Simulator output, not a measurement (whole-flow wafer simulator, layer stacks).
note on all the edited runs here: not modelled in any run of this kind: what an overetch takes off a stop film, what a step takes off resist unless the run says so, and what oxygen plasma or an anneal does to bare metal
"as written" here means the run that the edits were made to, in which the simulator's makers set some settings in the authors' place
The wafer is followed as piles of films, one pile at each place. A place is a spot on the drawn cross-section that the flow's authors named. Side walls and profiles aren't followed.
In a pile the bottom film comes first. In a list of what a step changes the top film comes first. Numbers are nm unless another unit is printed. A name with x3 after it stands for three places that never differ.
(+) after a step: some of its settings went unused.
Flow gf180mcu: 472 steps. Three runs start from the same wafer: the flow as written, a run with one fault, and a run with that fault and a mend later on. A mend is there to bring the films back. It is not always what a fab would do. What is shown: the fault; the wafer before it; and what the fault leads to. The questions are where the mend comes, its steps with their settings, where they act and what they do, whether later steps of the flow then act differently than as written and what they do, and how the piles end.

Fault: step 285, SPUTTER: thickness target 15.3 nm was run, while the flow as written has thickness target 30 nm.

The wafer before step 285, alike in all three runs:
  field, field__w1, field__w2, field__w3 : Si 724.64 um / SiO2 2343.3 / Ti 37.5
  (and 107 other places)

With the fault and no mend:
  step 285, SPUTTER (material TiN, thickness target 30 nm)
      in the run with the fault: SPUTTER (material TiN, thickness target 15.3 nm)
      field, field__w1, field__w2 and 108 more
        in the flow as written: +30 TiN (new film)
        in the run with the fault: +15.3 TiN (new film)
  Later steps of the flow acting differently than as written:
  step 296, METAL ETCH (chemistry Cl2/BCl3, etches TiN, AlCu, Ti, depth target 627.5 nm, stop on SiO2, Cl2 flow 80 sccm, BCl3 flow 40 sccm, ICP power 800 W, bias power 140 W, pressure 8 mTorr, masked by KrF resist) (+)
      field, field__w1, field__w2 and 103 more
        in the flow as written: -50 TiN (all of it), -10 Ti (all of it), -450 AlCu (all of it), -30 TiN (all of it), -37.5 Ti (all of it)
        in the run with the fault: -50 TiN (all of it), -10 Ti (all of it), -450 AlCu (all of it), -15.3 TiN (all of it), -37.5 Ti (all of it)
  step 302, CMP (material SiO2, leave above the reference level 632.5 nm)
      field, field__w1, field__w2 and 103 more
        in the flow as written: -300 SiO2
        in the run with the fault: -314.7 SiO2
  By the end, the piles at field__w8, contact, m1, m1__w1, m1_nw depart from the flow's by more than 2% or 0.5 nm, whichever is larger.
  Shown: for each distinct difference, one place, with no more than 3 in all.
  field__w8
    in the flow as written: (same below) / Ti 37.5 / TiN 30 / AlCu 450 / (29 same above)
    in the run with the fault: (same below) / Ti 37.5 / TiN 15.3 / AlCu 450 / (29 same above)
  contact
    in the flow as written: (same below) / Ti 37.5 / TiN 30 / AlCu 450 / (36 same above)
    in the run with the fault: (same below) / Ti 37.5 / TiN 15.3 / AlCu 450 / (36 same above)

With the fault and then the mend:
  After step 285 comes the mend.
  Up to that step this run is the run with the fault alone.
  step 285a, SPUTTER (material TiN, thickness target 14.7 nm) (a further turn of the flow's step 285, with different settings)
      field, field__w1, field__w2 and 108 more
        +14.7 TiN
  None of the later steps of the flow acts differently than as written at any place that is followed.
  The piles end the same as the flow's at every place that both follow.
